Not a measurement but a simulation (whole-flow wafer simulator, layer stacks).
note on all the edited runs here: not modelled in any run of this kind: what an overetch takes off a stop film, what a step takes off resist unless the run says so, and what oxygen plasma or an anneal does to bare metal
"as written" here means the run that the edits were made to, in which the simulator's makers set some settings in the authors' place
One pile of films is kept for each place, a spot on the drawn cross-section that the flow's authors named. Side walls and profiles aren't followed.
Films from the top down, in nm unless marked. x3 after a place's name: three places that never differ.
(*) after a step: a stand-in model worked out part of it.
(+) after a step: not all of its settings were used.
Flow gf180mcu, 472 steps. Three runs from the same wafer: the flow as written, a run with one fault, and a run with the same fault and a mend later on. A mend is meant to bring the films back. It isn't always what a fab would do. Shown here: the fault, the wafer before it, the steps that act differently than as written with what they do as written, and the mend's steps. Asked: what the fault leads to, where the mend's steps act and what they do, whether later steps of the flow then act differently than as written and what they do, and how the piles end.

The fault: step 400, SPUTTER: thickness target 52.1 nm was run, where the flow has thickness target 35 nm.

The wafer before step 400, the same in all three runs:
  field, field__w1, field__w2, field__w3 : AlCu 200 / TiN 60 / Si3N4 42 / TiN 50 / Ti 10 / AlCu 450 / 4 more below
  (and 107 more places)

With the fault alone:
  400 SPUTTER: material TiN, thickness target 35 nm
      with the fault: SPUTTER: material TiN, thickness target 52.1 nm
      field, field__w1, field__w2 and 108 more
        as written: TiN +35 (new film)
        with the fault: TiN +52.1 (new film)
  Later steps of the flow that act differently than as written (6 more steps differ only slightly, by at most 2% or 0.5 nm, whichever is larger, and aren't shown):
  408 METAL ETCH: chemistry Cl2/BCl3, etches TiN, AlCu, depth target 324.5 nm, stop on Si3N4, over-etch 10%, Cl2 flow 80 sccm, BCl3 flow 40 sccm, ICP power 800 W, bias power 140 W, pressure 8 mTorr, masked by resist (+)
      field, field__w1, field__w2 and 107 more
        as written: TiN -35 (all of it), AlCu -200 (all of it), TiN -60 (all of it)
        with the fault: TiN -52.1 (all of it), AlCu -200 (all of it), TiN -60 (all of it)
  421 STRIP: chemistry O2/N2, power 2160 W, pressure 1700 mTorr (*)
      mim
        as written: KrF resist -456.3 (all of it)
        with the fault: KrF resist -443.5 (all of it)
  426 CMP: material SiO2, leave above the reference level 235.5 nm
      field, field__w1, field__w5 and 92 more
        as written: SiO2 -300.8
        with the fault: SiO2 -283.7
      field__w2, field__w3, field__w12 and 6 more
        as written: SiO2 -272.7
        with the fault: SiO2 -255.6
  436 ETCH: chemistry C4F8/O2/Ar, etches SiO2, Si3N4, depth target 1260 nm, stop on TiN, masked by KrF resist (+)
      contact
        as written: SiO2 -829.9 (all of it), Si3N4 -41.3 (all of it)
        with the fault: SiO2 -847 (all of it), Si3N4 -41.3 (all of it)
  At the end the piles differ from the flow's by more than 2% or 0.5 nm, whichever is larger, at field__w8, m1, m1__w1, mim, m1_nw.
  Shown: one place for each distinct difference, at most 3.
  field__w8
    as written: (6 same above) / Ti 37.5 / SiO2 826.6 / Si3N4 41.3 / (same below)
    with the fault: (6 same above) / Ti 37.5 / SiO2 843.7 / Si3N4 41.3 / (same below)
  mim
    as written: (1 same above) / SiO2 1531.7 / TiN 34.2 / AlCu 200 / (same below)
    with the fault: (1 same above) / SiO2 1531.7 / TiN 51.3 / AlCu 200 / (same below)

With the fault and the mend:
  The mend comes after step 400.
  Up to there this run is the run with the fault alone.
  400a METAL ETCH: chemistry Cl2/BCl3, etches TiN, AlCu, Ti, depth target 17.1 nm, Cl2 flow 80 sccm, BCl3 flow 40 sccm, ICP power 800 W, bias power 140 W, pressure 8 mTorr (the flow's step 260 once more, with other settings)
      field, field__w1, field__w2 and 108 more
        TiN -17.1
  No later step of the flow acts differently than as written at any place that is followed.
  At the end the piles are the same as the flow's at every place that both follow.
